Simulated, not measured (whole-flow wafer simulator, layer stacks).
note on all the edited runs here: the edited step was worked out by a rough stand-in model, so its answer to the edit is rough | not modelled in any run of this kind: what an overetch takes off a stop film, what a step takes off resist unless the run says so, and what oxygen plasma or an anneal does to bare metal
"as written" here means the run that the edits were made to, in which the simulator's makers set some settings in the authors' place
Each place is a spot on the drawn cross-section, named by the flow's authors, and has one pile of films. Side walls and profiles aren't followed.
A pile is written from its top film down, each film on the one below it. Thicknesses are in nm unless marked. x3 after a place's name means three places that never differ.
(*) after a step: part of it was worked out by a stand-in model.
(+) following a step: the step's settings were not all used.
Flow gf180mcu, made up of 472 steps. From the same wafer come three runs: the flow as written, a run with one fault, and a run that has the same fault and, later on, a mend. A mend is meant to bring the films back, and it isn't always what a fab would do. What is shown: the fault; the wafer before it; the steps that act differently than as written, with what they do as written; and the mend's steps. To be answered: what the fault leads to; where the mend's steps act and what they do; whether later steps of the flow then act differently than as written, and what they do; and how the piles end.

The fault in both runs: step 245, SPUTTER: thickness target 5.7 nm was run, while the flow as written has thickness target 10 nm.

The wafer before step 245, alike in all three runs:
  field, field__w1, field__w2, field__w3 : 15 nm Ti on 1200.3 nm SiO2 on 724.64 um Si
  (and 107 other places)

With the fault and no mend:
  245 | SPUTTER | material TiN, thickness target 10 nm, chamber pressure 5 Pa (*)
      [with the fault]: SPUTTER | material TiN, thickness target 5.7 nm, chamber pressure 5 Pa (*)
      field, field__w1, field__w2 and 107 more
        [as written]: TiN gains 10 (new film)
        [with the fault]: TiN gains 5.7 (new film)
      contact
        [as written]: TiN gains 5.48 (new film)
        [with the fault]: TiN gains 3.13 (new film)
  Steps further on in the flow that do not act as written (not shown: 1 more step that differs only slightly, by at most 2% or 0.5 nm, whichever is larger):
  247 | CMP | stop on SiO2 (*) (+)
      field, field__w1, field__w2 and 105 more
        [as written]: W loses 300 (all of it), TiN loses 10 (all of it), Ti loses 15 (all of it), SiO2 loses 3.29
        [with the fault]: W loses 300 (all of it), TiN loses 5.7 (all of it), Ti loses 15 (all of it), SiO2 loses 3.25
  At contact, polyc_n, polyc_p, the piles at the end differ from the flow's by more than 2% or 0.5 nm, whichever is larger.
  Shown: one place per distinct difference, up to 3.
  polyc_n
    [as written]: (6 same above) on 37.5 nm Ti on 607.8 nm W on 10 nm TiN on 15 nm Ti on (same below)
    [with the fault]: (6 same above) on 37.5 nm Ti on 612.1 nm W on 5.7 nm TiN on 15 nm Ti on (same below)
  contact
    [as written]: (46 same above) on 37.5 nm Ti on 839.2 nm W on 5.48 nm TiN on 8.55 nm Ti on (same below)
    [with the fault]: (46 same above) on 37.5 nm Ti on 841.6 nm W on 3.13 nm TiN on 8.55 nm Ti on (same below)

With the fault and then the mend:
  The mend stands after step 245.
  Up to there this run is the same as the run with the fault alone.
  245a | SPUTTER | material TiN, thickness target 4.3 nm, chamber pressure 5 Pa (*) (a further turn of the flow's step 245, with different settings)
      field, field__w1, field__w2 and 107 more
        TiN gains 4.3
      contact
        TiN gains 2.35
  Later steps of the flow that are run all act as written at every place that is followed.
  By the end, the piles equal the flow's at every place that both follow.
